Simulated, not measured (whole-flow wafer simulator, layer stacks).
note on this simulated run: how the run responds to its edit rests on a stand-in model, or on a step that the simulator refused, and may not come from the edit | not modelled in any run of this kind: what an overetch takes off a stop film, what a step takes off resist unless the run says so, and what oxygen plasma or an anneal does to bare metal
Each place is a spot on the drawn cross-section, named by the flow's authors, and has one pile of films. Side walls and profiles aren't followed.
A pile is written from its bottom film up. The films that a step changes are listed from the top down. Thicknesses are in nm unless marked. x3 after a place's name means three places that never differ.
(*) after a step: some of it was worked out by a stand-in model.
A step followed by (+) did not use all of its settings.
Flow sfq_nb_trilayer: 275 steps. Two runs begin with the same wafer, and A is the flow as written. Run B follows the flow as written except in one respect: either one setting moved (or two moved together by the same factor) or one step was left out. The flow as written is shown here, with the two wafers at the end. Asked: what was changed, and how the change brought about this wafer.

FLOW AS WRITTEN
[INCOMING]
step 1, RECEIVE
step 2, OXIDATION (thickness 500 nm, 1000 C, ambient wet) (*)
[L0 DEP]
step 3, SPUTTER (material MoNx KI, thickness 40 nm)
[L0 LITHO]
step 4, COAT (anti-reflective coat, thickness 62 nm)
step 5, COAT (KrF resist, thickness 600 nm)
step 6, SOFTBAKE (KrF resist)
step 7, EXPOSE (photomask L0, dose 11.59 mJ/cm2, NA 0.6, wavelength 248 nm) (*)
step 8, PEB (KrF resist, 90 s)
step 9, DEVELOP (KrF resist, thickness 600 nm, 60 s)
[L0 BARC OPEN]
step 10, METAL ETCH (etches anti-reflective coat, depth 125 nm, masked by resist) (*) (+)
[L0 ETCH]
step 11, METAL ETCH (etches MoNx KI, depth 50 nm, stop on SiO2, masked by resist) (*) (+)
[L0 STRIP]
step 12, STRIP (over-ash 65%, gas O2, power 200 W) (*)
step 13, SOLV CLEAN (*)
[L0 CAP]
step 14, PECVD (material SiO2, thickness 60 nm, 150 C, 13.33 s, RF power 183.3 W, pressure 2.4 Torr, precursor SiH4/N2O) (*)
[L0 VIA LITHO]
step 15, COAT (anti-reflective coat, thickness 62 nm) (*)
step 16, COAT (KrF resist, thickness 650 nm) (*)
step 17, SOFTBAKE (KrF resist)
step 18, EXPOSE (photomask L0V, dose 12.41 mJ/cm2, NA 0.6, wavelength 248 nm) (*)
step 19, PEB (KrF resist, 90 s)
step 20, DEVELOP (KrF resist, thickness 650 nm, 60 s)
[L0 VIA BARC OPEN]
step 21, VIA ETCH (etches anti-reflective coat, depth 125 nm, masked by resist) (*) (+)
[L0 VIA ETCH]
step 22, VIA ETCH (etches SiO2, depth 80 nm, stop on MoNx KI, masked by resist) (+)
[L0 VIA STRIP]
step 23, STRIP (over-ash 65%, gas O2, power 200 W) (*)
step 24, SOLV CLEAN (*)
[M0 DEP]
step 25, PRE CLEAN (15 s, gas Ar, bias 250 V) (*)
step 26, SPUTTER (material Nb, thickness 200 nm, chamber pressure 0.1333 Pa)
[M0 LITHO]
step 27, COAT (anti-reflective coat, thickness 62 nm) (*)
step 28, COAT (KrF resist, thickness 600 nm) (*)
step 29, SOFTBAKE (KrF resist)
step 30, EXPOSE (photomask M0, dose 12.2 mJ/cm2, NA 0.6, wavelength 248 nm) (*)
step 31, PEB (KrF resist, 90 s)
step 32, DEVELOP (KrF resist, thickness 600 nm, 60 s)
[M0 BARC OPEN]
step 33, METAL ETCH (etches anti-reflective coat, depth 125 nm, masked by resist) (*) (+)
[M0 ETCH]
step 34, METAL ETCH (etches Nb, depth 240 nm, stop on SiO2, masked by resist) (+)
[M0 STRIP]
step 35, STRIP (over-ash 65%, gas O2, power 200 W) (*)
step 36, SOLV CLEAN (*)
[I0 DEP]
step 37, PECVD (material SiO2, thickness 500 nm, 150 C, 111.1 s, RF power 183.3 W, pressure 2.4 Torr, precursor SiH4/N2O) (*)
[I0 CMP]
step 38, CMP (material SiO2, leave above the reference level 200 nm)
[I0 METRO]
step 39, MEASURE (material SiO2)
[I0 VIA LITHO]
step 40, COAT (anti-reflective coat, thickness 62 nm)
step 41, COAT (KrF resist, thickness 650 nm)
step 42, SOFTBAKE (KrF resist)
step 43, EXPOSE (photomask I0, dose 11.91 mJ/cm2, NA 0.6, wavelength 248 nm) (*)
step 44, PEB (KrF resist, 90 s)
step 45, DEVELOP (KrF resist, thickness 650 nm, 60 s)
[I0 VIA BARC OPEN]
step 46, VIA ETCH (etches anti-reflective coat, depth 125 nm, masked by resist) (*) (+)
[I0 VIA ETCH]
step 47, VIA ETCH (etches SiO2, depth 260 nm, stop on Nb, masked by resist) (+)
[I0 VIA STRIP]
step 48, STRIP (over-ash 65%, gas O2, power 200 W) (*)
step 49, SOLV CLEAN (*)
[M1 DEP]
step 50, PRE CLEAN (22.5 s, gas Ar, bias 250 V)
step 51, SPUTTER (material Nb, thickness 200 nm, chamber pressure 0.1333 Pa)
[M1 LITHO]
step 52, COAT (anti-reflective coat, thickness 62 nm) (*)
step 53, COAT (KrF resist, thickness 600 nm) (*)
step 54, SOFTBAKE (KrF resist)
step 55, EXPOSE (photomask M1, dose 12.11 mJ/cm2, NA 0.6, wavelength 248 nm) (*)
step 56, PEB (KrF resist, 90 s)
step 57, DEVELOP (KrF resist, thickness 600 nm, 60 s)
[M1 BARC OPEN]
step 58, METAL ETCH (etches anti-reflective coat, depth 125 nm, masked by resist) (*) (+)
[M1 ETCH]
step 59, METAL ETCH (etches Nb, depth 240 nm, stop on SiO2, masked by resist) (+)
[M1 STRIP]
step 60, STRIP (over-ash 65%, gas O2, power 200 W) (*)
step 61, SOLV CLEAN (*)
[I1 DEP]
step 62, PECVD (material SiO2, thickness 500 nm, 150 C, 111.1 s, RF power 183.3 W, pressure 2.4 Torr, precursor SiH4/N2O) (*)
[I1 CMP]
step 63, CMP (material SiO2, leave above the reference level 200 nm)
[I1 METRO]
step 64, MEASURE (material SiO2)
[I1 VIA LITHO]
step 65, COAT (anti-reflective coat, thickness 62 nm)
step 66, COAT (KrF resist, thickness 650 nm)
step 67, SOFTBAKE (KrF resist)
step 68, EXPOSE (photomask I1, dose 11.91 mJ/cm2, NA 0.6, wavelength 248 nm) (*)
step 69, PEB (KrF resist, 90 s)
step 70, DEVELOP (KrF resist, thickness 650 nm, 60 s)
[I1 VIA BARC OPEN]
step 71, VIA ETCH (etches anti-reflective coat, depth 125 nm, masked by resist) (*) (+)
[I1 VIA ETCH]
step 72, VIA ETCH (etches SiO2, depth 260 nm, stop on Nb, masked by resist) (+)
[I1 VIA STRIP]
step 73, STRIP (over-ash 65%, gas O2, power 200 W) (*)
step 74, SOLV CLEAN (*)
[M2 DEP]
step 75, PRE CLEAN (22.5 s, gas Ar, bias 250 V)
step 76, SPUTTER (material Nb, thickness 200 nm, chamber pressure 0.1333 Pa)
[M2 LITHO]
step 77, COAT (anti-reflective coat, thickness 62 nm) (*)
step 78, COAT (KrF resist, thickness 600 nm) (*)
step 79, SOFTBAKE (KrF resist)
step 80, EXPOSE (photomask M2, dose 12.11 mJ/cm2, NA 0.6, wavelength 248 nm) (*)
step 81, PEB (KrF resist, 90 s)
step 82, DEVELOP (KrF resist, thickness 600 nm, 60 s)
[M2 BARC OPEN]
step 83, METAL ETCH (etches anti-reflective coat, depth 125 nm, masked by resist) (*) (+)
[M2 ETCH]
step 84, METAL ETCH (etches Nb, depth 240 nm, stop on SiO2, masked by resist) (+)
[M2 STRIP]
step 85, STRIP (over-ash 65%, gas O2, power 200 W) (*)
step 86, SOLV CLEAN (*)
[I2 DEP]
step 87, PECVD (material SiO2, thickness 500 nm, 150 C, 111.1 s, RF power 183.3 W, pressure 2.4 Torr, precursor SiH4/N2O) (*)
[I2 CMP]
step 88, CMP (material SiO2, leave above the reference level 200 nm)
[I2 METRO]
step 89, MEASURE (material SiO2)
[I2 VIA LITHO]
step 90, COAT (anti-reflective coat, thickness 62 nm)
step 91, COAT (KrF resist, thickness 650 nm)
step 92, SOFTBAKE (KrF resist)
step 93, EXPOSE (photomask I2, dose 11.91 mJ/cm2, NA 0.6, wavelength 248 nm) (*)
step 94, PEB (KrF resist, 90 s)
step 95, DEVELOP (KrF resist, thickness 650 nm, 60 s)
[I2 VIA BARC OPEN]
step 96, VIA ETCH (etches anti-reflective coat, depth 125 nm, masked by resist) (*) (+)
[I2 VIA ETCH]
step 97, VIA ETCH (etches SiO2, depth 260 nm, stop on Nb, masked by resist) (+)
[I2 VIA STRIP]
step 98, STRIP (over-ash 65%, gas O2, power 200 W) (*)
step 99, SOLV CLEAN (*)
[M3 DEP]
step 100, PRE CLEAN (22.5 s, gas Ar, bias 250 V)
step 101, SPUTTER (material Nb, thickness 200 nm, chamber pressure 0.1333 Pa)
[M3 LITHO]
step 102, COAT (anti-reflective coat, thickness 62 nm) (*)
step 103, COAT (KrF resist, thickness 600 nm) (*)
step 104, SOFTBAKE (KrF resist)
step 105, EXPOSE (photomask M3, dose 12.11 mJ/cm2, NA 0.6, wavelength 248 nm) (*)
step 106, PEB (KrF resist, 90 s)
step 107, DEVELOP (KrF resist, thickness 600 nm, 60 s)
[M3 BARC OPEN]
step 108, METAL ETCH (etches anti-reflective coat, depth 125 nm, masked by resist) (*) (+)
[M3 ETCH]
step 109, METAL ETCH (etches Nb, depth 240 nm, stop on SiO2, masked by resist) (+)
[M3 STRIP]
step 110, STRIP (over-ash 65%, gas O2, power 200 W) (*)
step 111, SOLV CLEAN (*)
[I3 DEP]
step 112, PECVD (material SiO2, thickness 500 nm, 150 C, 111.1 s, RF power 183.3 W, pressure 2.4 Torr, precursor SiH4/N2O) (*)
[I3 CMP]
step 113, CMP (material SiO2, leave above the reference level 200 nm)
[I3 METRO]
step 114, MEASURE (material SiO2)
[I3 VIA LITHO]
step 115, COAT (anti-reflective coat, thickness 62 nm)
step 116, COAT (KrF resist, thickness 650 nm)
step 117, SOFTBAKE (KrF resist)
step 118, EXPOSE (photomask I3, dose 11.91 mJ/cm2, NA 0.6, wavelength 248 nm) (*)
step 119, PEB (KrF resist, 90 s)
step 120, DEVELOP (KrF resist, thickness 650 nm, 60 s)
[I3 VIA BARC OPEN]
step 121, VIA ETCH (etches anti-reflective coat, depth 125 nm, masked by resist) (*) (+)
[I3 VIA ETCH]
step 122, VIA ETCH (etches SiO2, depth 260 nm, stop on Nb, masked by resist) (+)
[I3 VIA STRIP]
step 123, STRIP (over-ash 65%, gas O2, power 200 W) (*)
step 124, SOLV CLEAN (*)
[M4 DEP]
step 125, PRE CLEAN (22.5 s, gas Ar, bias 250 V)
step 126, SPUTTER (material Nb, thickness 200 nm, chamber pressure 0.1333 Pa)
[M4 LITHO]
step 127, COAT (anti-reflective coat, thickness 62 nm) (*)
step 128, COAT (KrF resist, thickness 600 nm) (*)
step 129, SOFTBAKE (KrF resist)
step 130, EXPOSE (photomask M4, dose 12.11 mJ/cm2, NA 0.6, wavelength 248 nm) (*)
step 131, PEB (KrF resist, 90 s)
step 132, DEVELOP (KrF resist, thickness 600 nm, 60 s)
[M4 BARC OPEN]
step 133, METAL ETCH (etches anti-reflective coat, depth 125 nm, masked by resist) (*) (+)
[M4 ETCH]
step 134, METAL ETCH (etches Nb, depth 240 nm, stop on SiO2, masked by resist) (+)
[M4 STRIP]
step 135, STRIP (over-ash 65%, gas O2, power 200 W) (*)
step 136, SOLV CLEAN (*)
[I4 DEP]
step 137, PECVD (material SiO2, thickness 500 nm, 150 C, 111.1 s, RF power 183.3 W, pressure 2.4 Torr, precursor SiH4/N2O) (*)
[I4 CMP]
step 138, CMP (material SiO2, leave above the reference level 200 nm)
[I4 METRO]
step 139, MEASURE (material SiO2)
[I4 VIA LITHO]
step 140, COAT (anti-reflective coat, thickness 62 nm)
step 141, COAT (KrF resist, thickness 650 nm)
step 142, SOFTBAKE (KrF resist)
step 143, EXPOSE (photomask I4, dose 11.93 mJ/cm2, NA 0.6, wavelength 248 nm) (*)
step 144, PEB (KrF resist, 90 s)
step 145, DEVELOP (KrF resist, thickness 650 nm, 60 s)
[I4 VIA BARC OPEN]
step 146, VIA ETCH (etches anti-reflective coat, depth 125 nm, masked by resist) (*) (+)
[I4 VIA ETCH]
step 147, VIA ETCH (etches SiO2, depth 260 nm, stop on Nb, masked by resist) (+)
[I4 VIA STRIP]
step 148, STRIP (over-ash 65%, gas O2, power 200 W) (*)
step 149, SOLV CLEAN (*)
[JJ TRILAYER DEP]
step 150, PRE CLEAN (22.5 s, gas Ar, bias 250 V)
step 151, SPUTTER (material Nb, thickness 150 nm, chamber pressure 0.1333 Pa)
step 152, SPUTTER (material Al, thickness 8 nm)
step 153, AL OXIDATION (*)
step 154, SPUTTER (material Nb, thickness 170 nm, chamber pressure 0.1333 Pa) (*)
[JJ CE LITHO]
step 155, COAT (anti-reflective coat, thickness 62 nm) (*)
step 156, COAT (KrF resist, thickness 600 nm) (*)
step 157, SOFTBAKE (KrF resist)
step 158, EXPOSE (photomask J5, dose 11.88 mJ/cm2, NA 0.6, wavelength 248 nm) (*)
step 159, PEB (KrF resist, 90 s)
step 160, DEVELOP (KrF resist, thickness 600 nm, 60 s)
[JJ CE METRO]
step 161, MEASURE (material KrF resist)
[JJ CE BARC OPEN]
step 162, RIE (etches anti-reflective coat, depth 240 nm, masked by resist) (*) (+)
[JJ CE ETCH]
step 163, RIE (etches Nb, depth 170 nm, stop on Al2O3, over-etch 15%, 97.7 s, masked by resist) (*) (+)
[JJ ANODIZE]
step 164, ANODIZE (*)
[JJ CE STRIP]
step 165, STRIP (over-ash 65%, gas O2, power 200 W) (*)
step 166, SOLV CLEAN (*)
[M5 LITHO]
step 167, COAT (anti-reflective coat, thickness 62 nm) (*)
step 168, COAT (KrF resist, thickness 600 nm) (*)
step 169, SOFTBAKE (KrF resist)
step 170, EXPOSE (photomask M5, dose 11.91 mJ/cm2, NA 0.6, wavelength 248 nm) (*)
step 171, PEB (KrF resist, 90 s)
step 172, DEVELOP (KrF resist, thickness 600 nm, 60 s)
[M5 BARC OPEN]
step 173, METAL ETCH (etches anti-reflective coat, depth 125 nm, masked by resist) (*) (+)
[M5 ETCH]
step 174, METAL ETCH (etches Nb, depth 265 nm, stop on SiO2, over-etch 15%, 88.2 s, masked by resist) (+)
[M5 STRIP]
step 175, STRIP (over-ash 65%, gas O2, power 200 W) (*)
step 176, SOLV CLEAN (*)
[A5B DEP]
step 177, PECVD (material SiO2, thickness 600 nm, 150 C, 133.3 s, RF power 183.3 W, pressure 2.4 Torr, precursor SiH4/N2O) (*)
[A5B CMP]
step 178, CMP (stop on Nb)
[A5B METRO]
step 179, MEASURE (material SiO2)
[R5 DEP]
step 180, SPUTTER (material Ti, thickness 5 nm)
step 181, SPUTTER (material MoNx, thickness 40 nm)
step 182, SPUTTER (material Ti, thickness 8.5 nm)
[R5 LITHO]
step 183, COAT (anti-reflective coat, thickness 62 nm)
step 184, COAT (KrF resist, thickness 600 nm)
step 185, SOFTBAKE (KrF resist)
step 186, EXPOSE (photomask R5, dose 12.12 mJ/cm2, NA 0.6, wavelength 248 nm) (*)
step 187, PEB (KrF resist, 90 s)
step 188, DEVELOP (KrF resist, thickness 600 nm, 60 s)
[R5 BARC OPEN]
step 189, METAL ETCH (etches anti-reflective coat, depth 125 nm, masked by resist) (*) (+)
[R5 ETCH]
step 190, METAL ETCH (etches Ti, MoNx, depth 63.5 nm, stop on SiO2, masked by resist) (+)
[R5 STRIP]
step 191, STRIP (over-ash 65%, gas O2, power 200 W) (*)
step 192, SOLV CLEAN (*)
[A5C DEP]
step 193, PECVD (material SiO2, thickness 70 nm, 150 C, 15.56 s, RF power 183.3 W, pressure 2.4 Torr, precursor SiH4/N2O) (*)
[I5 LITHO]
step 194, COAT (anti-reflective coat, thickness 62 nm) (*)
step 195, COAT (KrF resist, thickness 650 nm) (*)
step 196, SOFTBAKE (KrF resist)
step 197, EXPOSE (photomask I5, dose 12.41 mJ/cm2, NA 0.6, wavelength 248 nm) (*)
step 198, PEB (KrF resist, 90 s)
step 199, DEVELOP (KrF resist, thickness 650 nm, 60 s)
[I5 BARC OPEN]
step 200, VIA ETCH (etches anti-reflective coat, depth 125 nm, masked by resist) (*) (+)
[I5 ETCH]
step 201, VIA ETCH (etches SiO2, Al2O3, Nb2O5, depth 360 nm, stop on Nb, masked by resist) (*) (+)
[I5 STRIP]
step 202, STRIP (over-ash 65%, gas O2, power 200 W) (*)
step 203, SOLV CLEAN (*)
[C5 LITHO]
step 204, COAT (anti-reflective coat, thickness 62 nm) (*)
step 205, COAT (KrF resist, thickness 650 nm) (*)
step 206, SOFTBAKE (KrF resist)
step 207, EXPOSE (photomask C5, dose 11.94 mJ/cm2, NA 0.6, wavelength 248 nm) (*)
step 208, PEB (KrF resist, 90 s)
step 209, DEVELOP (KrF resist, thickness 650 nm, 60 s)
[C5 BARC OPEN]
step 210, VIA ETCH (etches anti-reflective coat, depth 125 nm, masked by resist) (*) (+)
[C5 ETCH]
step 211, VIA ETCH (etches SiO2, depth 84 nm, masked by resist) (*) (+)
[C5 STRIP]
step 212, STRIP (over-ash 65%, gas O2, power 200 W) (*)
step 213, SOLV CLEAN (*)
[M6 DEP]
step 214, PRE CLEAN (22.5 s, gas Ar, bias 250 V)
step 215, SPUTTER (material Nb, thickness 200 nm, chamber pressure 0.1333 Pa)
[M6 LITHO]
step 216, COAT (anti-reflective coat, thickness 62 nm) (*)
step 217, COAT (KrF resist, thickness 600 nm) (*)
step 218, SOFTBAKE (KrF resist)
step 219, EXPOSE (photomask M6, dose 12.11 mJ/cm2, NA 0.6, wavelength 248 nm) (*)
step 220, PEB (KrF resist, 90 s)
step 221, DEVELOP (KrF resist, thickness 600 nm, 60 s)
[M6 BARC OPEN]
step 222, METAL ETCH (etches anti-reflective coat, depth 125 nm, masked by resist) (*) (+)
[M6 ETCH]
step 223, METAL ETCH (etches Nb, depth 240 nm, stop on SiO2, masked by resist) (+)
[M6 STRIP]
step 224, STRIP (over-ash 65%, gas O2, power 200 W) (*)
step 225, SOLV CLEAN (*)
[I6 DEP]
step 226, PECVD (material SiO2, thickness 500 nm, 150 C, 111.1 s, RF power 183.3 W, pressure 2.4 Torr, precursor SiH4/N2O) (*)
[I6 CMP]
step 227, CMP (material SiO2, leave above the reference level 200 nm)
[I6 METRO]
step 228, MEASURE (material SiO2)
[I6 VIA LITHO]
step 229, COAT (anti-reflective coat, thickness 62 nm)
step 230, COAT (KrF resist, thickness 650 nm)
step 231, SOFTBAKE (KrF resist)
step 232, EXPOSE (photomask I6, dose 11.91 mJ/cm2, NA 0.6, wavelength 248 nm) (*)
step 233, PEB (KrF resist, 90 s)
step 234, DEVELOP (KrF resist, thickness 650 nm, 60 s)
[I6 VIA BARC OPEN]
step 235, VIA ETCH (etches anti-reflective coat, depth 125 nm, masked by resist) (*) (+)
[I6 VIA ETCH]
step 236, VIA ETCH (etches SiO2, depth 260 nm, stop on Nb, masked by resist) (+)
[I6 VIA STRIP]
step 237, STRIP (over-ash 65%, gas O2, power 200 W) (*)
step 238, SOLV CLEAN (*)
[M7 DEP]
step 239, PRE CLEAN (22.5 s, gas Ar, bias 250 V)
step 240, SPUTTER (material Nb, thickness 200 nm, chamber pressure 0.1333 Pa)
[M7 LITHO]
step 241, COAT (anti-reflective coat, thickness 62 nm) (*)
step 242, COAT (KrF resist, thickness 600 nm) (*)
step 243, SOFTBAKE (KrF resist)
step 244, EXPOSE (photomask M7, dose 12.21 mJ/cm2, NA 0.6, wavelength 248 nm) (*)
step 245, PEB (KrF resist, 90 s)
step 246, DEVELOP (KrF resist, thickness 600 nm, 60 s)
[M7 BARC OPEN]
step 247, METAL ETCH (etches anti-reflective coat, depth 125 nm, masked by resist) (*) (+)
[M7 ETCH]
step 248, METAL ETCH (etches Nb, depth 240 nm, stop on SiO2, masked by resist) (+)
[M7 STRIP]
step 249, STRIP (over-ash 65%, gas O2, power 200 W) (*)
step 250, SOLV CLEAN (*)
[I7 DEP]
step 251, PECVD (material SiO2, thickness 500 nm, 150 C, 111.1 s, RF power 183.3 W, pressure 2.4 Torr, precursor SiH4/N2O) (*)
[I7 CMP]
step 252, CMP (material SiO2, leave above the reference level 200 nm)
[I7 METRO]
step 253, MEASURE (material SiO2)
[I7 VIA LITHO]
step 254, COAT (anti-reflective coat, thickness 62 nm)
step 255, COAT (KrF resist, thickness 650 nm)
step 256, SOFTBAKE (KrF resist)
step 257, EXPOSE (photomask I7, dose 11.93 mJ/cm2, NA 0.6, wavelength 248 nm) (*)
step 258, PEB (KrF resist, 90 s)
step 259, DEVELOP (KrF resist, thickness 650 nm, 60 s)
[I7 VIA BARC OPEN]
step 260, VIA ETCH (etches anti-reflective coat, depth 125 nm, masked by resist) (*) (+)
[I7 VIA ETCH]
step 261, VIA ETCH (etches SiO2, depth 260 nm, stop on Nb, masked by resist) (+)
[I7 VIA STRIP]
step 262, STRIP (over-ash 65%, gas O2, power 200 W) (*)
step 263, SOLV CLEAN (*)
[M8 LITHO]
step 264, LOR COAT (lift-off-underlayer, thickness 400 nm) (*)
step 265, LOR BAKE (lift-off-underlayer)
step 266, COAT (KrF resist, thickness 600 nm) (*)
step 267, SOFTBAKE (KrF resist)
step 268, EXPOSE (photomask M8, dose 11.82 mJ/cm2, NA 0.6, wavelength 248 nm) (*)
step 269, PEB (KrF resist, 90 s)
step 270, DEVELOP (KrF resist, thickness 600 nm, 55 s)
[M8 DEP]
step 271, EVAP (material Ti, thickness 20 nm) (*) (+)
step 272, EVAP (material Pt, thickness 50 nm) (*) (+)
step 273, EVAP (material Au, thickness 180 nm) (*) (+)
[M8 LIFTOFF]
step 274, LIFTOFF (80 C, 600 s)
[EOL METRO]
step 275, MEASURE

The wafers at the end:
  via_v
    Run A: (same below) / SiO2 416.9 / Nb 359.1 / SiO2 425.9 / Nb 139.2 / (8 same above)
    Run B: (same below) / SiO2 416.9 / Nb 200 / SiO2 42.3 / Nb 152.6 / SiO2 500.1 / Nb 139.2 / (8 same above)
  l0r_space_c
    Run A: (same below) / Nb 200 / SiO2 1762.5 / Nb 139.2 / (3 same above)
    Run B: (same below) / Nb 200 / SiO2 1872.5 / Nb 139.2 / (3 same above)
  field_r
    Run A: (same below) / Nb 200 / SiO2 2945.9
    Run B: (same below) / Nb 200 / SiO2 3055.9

The reason: step 113, CMP: leave above the reference level 310 nm was run, while the flow as written has leave above the reference level 200 nm.

The path from the change to this, step by step:
  step 113, CMP (material SiO2, leave above the reference level 200 nm)
      field_l, be, be_sur and 64 more: A -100 SiO2 | B nothing
      v_sur, via_wl, via_wr and 27 more: A -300 SiO2 | B -190 SiO2
      (as well as at 9 more places)
  step 115, COAT (anti-reflective coat, thickness 62 nm)
      wl_g_sr, m0r_space_l, m0r_space_r, m6r_space_l, m6r_space_r, m7r_space_l, m7r_space_r: A +62 anti-reflective coat (new film) | B +63.4 anti-reflective coat (new film)
      be, p4_fm: A +62 anti-reflective coat (new film) | B +63.3 anti-reflective coat (new film)
      (as well as at 18 more places)
  step 122, VIA ETCH (etches SiO2, depth 260 nm, stop on Nb, masked by resist) (+)
      via_v: A -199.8 SiO2 (all of it) | B -260 SiO2
  step 123, STRIP (over-ash 65%, gas O2, power 200 W) (*)
      m0r_space_l, m0r_space_r, m6r_space_l, m6r_space_r, m7r_space_l, m7r_space_r: A -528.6 KrF resist (all of it), -62 anti-reflective coat (all of it) | B -530.2 KrF resist (all of it), -63.4 anti-reflective coat (all of it)
      wl_d_sl, wl_d_sr: A -528.6 KrF resist (all of it), -62 anti-reflective coat (all of it) | B -532.5 KrF resist (all of it), -63.8 anti-reflective coat (all of it)
      (as well as at 19 more places)
  step 125, PRE CLEAN (22.5 s, gas Ar, bias 250 V)
      via_v: A -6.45 Nb | B -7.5 SiO2
  step 126, SPUTTER (material Nb, thickness 200 nm, chamber pressure 0.1333 Pa)
      via_v: A +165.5 Nb | B +152.6 Nb (new film)
  step 127, COAT (anti-reflective coat, thickness 62 nm) (*)
      p4_fm, wl_g_sr, m0r_space_r, m6r_space_r, m7r_space_r: A +62 anti-reflective coat (new film) | B +63.3 anti-reflective coat (new film)
      p4_w3, p3_l6: A +62 anti-reflective coat (new film) | B +60.4 anti-reflective coat (new film)
      (as well as at 19 more places)
  step 128, COAT (KrF resist, thickness 600 nm) (*)
      via_v: A +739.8 KrF resist (new film) | B +794.7 KrF resist (new film)
  step 133, METAL ETCH (etches anti-reflective coat, depth 125 nm, masked by resist) (*) (+)
      wl_g_sr, m0r_space_r, m6r_space_r, m7r_space_r: A -62 anti-reflective coat (all of it) | B -63.3 anti-reflective coat (all of it)
      p3_fr, wl_f_sl: A -62 anti-reflective coat (all of it) | B -63.6 anti-reflective coat (all of it)
      (as well as at 9 more places)
  step 135, STRIP (over-ash 65%, gas O2, power 200 W) (*)
      v_sur: A -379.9 KrF resist (all of it), -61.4 anti-reflective coat (all of it) | B -375.8 KrF resist (all of it), -58.4 anti-reflective coat (all of it)
      via_wl: A -379.4 KrF resist (all of it), -61.3 anti-reflective coat (all of it) | B -374.1 KrF resist (all of it), -59.9 anti-reflective coat (all of it)
      (as well as at 10 more places)
  step 137, PECVD (material SiO2, thickness 500 nm, 150 C, 111.1 s, RF power 183.3 W, pressure 2.4 Torr, precursor SiH4/N2O) (*)
      via_v: A +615 SiO2 (new film) | B +664.6 SiO2 (new film)
  step 138, CMP (material SiO2, leave above the reference level 200 nm)
      field_l, be, be_sur and 55 more: A -100 SiO2 | B -90 SiO2
      ln_m5, lsp_m, ln_m6, p4_fl, p4_fm, p4_fr: A -300 SiO2 | B -290 SiO2
      (as well as at 4 more places)
With metal films that touch counted as one body, via_v has 7 bodies (between them, from the top down: SiO2 437.8; SiO2 209 / Al2O3 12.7 / Nb2O5 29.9; SiO2 500.1; SiO2 42.3; SiO2 416.9; SiO2 192.5); the flow as written gives 6 bodies (between them, from the top down: SiO2 437.8; SiO2 209 / Al2O3 12.7 / Nb2O5 29.9; SiO2 425.9; SiO2 416.9; SiO2 192.5).
